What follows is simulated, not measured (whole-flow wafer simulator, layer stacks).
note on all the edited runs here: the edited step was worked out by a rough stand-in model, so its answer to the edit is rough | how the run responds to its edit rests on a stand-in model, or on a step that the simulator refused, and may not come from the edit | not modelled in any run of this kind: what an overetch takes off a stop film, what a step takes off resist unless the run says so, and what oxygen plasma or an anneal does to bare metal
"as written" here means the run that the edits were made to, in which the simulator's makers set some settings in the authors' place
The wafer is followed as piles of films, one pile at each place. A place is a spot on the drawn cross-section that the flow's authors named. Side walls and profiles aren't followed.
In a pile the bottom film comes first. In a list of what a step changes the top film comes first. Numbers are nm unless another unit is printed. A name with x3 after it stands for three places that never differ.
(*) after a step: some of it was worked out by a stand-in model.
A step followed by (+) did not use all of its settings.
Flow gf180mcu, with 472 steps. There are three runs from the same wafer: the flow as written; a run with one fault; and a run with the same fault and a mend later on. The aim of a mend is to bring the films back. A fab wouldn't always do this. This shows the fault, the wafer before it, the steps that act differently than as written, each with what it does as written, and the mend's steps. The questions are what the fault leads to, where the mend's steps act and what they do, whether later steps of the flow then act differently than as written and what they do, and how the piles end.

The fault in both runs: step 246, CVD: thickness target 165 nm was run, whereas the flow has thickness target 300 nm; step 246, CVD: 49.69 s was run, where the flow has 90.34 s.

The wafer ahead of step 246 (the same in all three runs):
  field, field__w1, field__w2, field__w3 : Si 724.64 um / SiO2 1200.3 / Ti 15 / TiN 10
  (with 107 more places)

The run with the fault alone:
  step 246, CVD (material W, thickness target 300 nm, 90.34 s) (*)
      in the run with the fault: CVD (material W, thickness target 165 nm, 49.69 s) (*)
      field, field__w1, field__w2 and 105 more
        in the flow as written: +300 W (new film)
        in the run with the fault: +165.5 W (new film)
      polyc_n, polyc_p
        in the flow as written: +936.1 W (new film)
        in the run with the fault: +801.6 W (new film)
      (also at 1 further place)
  Steps later in the flow that act otherwise than as written:
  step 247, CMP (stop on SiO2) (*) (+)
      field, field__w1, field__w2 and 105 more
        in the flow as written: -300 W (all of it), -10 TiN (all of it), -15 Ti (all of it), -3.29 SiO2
        in the run with the fault: -165.5 W (all of it), -10 TiN (all of it), -15 Ti (all of it), -1.93 SiO2
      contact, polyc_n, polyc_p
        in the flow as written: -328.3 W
        in the run with the fault: -192.5 W
  The piles end only slightly different from the flow's at the places that both follow, by no more than 2% or 0.5 nm, whichever is larger.

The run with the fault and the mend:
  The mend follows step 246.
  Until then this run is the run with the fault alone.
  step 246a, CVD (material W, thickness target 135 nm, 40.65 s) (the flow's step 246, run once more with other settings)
      field, field__w1, field__w2 and 106 more
        +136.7 W
      polyc_n, polyc_p
        +136.6 W
  None of the later steps of the flow differs from how it acts as written, at any place that is followed, by more than 2% or 0.5 nm, whichever is larger.
  The piles end only slightly different from the flow's at the places that both follow, by no more than 2% or 0.5 nm, whichever is larger.
